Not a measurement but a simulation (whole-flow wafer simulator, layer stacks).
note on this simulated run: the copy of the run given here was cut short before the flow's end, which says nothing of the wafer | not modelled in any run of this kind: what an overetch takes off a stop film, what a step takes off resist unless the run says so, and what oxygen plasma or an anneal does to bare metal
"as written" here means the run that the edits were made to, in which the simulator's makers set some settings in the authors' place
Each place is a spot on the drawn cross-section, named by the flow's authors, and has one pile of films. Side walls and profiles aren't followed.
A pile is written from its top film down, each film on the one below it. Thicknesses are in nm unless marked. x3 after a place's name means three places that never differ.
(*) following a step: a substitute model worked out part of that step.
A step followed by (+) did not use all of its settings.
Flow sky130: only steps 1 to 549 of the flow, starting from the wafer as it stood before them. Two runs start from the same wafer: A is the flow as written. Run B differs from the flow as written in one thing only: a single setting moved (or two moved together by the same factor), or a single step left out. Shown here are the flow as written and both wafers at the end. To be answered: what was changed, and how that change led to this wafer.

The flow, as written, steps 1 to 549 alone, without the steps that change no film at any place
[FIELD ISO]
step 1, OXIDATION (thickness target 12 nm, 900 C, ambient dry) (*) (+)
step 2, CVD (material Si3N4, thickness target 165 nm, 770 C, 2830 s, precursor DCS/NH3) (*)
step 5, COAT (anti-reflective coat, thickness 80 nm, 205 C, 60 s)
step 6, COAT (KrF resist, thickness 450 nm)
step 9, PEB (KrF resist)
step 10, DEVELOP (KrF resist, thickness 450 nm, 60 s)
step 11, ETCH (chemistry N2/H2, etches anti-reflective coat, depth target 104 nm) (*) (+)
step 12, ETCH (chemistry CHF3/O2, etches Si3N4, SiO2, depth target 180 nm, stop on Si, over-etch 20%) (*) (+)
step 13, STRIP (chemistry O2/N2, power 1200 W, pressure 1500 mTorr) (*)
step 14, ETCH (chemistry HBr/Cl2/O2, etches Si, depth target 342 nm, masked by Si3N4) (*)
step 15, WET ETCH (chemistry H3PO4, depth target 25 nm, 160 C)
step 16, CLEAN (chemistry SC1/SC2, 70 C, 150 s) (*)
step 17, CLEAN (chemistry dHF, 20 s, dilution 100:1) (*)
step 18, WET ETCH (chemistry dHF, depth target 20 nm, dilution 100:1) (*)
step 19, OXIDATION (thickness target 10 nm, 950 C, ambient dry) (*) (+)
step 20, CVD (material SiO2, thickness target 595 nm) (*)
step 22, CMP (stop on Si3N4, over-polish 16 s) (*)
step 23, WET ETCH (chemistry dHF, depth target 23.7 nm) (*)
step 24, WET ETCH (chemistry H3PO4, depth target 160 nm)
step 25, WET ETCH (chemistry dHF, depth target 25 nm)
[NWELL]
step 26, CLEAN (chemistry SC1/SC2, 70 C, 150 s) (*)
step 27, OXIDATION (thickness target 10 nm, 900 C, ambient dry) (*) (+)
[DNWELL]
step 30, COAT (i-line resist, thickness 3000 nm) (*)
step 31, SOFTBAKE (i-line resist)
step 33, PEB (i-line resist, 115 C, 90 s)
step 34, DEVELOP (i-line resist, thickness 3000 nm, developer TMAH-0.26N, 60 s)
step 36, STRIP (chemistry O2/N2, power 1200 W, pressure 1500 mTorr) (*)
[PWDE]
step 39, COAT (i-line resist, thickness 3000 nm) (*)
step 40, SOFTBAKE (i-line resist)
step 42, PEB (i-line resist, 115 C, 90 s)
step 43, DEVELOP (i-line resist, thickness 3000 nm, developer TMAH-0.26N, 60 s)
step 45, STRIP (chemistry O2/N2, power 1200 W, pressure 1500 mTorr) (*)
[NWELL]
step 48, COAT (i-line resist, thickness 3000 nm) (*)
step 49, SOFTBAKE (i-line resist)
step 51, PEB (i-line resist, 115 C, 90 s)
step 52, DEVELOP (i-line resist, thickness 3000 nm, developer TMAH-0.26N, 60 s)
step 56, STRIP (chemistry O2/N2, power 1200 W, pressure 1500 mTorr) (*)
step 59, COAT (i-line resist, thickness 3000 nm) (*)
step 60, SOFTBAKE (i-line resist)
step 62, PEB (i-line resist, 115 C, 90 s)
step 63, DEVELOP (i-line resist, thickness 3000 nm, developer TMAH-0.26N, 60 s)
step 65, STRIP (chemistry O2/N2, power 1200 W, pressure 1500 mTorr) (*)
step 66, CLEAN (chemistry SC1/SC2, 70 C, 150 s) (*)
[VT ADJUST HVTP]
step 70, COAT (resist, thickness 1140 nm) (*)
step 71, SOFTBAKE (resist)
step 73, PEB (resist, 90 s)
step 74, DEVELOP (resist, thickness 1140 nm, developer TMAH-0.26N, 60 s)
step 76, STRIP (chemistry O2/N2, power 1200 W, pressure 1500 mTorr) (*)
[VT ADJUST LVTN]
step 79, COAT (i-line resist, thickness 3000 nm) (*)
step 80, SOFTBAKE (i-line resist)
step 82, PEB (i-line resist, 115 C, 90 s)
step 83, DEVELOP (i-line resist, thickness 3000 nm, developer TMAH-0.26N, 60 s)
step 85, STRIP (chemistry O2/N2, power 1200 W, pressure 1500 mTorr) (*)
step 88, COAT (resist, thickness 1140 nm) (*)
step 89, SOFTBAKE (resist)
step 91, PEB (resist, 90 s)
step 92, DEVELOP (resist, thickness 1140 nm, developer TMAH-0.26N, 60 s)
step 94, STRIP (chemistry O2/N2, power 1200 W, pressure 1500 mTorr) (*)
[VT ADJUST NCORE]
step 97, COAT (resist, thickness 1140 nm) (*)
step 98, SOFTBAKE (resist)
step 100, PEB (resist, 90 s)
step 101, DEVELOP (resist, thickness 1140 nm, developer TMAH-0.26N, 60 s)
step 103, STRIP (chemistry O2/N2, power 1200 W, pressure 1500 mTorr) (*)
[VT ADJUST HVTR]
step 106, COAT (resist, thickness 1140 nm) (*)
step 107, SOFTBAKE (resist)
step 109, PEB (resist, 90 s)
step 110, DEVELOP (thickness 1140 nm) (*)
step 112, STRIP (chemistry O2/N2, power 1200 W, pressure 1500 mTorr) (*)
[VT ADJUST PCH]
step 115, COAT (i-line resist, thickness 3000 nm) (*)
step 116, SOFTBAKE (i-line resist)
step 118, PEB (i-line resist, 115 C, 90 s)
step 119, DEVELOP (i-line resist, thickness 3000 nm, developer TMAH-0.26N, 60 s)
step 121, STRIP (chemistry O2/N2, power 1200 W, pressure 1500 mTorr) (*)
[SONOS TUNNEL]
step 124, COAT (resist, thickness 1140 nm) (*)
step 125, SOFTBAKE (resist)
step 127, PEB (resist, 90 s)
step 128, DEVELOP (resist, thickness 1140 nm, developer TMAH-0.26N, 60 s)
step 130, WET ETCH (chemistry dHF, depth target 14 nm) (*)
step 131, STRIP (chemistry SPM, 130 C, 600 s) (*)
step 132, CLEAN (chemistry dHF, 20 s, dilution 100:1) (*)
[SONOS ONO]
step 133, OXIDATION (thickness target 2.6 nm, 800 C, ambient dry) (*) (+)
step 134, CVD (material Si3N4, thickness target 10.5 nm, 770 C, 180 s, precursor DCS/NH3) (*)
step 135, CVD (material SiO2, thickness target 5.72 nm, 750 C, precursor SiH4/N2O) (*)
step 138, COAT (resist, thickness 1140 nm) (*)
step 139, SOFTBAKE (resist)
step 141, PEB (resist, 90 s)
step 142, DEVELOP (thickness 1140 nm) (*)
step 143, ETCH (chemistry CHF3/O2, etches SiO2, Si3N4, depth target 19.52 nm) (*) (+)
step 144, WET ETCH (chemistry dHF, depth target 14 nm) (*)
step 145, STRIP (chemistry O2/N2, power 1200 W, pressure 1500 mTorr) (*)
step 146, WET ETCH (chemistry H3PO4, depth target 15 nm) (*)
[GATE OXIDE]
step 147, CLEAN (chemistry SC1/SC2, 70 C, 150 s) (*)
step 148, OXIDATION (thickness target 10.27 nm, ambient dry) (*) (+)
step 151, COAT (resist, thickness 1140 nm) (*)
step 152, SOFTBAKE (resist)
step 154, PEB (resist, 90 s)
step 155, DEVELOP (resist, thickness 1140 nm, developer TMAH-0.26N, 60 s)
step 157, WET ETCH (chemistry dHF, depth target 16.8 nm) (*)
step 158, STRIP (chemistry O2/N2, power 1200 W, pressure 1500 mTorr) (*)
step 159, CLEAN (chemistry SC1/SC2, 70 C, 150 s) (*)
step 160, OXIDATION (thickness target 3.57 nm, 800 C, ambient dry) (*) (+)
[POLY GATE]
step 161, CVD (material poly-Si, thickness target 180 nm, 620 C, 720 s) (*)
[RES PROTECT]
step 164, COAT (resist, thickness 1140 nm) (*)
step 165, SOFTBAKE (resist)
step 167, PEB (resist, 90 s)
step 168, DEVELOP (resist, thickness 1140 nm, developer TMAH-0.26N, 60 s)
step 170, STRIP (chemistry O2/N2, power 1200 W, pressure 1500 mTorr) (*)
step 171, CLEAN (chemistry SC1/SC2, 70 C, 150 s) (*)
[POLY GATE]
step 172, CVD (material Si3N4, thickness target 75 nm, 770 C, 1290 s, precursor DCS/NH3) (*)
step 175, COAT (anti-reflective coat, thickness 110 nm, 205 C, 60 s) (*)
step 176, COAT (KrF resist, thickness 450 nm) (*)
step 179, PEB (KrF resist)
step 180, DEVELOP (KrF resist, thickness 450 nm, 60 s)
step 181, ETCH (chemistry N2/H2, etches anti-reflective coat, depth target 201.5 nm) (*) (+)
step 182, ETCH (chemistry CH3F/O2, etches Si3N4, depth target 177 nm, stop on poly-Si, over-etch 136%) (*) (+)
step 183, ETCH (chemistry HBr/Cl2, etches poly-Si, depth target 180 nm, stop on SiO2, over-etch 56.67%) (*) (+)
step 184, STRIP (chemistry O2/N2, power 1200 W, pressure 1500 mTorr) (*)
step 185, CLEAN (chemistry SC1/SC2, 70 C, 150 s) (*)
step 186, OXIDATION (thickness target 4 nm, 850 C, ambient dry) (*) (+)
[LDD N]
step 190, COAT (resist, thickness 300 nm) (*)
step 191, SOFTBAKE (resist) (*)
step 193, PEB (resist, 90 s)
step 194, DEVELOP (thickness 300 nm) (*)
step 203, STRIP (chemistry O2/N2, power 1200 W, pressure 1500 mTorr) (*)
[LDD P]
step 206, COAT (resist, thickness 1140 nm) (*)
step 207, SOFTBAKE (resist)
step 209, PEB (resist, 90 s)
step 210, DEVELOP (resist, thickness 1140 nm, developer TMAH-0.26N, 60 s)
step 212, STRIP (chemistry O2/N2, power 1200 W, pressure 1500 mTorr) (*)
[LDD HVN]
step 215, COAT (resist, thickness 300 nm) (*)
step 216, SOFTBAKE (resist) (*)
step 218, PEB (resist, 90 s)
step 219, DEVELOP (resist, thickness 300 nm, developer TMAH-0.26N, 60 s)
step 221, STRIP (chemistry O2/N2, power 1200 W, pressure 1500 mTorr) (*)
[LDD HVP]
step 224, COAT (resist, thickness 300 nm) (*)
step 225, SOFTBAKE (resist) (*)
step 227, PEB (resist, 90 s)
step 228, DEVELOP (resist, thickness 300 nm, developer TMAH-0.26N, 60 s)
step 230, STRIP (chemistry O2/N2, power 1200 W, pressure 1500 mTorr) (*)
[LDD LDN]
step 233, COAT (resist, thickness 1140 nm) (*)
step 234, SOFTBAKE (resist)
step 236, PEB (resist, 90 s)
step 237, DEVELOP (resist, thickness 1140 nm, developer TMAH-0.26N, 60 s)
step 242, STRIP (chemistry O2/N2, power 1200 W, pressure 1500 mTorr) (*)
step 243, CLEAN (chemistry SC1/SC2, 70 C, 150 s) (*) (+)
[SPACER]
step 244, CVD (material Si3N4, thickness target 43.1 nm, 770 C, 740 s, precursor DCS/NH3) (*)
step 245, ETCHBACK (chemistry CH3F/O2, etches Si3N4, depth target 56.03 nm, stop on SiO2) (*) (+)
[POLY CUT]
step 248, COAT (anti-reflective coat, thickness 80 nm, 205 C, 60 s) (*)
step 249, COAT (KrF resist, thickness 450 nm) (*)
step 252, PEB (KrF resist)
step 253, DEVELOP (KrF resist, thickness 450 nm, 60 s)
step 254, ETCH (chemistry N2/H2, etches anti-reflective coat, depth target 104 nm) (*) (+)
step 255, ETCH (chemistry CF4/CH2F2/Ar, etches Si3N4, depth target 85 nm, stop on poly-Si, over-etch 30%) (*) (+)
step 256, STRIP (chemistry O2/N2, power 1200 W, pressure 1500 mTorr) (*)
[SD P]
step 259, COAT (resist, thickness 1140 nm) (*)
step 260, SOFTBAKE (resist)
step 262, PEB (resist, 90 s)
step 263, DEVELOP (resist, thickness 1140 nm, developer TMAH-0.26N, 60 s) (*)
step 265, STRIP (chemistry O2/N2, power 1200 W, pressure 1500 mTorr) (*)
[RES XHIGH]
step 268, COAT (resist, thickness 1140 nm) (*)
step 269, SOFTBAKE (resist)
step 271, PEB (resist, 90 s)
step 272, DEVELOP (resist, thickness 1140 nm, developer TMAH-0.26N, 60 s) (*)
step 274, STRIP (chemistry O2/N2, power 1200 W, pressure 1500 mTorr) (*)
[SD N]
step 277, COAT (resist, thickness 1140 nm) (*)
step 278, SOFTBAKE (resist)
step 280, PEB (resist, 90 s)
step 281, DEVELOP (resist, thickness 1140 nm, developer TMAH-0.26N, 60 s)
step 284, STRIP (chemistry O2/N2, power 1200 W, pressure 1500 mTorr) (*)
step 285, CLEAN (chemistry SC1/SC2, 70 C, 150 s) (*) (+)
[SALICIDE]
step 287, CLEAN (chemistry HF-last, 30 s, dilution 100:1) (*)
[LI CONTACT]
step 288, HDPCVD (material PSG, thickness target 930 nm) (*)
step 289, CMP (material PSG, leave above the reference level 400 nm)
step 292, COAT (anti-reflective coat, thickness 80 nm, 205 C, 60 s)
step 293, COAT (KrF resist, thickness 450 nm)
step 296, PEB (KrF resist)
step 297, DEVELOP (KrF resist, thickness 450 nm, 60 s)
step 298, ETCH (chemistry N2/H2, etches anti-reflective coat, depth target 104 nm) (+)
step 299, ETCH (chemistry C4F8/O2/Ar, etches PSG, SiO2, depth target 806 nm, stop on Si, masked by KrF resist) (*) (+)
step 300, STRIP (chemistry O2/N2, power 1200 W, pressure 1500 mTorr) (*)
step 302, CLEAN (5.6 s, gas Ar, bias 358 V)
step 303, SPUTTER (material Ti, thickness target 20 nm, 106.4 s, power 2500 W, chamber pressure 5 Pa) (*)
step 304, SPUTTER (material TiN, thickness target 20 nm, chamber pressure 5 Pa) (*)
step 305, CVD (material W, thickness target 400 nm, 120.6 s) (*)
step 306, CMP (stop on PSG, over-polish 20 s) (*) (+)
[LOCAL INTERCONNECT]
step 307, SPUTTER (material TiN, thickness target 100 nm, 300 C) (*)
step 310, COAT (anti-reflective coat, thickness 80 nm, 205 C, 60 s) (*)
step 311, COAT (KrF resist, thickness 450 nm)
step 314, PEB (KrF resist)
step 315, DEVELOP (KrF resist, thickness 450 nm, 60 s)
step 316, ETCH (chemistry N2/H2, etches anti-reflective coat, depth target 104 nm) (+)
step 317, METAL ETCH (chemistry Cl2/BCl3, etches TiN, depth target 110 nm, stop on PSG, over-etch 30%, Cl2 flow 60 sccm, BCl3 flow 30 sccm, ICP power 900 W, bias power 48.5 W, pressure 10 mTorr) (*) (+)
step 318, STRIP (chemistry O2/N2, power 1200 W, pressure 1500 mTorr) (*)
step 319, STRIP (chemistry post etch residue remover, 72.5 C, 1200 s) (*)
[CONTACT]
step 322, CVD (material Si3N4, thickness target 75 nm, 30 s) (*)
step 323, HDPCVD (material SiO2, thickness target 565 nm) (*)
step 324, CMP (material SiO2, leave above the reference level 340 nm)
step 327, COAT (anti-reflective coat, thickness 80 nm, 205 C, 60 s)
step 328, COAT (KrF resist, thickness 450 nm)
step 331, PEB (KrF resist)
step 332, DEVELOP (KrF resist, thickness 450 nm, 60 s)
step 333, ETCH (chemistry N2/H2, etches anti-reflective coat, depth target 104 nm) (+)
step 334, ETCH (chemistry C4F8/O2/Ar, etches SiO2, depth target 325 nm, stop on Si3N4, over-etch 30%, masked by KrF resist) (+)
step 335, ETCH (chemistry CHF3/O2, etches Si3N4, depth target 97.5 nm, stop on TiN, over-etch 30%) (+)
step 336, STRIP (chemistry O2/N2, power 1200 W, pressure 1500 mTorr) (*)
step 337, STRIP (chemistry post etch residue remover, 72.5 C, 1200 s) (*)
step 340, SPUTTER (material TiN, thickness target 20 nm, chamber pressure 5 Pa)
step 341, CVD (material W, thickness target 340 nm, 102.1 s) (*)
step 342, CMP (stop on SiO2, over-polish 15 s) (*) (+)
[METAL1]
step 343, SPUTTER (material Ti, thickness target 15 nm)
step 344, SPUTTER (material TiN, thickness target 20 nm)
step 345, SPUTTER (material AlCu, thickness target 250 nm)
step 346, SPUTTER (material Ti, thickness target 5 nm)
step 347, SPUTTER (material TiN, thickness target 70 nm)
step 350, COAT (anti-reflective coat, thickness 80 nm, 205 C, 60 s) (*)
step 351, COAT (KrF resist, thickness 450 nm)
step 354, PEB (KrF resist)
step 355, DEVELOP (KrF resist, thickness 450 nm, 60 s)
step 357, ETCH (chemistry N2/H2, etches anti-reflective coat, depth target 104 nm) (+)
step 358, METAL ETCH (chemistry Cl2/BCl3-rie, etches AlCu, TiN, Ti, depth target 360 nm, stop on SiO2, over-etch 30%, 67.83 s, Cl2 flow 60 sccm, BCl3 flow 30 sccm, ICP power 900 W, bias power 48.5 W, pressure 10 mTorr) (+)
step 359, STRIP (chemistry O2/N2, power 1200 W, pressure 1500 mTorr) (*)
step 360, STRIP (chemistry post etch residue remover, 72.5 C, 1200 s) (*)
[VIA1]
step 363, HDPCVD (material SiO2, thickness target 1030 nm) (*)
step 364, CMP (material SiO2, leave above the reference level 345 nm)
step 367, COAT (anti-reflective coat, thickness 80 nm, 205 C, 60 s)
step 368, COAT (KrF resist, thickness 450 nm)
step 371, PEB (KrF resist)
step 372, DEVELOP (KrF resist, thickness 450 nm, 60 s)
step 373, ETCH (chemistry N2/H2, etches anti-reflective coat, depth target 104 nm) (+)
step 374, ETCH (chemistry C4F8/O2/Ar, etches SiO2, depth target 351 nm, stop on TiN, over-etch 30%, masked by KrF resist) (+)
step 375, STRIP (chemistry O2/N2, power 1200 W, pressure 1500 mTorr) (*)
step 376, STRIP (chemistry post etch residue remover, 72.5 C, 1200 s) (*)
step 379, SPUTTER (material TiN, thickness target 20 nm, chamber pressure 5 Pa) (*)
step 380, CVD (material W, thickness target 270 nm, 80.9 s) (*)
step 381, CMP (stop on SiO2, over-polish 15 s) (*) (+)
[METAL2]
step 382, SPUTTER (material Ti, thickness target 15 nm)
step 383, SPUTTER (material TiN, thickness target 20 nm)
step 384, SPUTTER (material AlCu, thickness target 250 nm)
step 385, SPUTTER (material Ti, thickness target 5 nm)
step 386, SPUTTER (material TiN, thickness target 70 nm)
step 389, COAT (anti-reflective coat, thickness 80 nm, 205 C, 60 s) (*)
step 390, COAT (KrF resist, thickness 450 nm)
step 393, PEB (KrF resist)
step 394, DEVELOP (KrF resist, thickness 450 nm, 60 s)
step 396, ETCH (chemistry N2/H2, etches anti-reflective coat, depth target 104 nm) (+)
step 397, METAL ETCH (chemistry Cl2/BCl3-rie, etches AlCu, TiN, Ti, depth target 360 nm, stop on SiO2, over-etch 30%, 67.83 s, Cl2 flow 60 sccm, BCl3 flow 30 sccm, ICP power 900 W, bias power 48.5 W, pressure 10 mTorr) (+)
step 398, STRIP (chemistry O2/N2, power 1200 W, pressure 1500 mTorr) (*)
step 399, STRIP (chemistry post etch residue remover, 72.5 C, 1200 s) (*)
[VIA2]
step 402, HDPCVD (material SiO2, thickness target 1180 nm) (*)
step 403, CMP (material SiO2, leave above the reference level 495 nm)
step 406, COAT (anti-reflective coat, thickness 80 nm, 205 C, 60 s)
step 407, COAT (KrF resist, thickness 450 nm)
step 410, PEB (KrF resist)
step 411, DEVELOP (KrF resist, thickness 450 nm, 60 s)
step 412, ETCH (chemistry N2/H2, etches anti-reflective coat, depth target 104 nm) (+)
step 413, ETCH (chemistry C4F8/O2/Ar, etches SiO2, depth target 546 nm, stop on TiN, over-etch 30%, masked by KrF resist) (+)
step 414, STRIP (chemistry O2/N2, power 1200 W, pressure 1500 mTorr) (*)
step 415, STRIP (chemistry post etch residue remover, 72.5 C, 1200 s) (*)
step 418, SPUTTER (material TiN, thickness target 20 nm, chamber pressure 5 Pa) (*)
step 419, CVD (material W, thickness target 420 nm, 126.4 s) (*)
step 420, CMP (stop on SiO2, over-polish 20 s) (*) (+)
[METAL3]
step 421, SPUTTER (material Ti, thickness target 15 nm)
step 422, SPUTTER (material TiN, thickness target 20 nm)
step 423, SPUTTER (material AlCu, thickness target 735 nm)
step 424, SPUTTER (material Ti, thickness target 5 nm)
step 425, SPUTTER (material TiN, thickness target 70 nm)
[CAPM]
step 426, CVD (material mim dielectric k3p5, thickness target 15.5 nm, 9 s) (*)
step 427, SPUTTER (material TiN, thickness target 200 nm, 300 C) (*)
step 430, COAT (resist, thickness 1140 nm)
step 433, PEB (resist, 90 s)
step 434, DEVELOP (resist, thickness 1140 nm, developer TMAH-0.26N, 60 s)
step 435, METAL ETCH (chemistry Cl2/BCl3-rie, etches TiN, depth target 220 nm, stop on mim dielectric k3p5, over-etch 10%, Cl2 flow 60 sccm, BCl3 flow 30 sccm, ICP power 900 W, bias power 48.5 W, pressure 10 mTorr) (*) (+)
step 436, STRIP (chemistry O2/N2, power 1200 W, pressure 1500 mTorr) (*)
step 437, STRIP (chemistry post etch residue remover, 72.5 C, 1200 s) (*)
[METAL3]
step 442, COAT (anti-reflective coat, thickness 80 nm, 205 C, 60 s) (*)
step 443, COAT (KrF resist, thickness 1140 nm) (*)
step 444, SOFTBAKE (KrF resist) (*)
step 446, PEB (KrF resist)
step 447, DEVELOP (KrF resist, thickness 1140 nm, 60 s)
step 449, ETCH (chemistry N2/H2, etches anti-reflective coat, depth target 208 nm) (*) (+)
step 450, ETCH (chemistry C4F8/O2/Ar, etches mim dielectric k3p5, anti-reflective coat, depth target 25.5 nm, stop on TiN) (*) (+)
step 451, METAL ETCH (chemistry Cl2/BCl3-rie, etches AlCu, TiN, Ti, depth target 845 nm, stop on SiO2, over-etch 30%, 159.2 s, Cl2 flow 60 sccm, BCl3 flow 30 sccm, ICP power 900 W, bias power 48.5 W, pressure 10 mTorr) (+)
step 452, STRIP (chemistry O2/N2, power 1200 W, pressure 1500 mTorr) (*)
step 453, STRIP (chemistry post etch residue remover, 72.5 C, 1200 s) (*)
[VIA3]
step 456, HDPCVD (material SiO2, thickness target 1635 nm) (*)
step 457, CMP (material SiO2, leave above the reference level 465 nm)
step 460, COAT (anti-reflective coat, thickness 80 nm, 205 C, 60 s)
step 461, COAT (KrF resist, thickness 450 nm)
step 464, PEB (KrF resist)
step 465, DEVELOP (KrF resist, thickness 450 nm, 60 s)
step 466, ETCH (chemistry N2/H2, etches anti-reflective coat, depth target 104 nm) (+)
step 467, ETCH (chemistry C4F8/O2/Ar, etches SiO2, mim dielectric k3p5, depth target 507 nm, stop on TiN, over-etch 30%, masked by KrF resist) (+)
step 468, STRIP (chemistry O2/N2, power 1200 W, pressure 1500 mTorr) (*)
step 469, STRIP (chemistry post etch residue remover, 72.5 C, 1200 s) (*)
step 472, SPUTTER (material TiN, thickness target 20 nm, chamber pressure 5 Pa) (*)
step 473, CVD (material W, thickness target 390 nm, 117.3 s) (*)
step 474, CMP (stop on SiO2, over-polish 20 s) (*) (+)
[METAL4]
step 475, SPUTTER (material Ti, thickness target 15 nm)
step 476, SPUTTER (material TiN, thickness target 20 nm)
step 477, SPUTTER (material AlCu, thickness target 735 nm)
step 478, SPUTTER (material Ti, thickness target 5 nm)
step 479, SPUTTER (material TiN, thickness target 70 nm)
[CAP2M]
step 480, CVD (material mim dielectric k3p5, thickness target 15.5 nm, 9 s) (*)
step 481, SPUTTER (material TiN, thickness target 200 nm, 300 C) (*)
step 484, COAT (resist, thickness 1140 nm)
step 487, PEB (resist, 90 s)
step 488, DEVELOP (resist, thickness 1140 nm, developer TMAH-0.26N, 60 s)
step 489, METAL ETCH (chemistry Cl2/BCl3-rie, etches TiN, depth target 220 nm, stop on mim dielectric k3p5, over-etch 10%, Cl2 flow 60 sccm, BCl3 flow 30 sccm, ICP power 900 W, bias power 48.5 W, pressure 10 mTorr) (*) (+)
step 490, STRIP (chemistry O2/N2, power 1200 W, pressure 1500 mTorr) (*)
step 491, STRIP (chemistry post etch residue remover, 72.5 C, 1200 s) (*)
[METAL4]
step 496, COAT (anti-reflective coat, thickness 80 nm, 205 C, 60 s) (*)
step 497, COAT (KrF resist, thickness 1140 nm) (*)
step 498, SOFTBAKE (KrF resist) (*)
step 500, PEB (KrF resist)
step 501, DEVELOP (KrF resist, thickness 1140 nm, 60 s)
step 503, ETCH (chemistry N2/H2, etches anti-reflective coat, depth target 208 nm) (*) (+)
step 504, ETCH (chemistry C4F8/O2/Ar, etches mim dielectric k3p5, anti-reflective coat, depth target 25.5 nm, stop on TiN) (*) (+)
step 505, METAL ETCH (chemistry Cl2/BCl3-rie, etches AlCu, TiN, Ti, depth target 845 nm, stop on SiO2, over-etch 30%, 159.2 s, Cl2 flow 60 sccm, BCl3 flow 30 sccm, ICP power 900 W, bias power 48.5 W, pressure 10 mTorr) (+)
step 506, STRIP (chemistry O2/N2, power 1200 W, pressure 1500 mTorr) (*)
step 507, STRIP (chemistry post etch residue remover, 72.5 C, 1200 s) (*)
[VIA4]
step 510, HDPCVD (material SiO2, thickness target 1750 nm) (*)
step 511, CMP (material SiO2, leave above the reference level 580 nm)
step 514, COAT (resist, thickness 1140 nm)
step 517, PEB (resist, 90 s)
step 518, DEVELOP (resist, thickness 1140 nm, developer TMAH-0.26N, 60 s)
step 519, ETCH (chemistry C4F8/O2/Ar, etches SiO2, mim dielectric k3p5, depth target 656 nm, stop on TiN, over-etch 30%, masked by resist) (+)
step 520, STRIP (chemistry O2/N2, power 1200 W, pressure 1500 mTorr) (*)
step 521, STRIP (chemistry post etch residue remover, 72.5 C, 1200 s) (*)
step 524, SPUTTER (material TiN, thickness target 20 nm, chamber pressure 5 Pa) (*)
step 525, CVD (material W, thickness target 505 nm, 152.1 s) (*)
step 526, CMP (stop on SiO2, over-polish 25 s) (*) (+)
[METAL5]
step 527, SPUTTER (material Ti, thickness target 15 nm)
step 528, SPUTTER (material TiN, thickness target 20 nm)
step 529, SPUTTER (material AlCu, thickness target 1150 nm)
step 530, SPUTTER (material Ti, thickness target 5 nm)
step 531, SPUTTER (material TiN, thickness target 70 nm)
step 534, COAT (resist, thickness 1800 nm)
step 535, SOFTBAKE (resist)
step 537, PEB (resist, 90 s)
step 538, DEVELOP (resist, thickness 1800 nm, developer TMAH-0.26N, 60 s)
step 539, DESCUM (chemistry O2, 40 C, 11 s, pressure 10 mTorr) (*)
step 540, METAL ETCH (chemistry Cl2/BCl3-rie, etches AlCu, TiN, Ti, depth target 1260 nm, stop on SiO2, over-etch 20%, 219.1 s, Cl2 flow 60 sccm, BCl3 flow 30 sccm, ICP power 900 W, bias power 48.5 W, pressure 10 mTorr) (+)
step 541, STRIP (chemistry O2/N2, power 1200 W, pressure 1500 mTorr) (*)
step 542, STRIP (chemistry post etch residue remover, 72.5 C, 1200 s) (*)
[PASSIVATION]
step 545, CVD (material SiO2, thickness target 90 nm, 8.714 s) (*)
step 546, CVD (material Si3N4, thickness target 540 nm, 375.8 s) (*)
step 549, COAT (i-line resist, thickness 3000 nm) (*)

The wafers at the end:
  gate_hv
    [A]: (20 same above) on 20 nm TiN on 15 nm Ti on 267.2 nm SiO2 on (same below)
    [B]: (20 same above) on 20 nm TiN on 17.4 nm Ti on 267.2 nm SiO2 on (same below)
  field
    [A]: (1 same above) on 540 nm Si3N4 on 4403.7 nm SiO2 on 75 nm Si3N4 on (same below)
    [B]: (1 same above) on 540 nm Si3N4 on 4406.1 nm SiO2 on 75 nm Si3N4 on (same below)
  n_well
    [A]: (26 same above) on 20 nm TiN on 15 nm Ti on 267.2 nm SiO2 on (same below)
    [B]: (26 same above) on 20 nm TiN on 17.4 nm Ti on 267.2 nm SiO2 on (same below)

What caused this: step 382, SPUTTER: thickness target 17.4 nm was run, though the flow has thickness target 15 nm.
The wafer itself shows it: gate_hv has Ti 17.4, and step 382 as written asks for 15 nm.

Step by step, how the change led to this:
  step 382, SPUTTER (material Ti, thickness target 15 nm)
      field, active, n_well and 188 more: A Ti gains 15 (new film) | B Ti gains 17.4 (new film)
  step 397, METAL ETCH (chemistry Cl2/BCl3-rie, etches AlCu, TiN, Ti, depth target 360 nm, stop on SiO2, over-etch 30%, 67.83 s, Cl2 flow 60 sccm, BCl3 flow 30 sccm, ICP power 900 W, bias power 48.5 W, pressure 10 mTorr) (+)
      field, active, gate and 82 more: A TiN loses 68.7 (all of it), Ti loses 5 (all of it), AlCu loses 250 (all of it), TiN loses 20 (all of it), Ti loses 15 (all of it), SiO2 loses 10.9 | B TiN loses 68.7 (all of it), Ti loses 5 (all of it), AlCu loses 250 (all of it), TiN loses 20 (all of it), Ti loses 17.4 (all of it), SiO2 loses 10.7
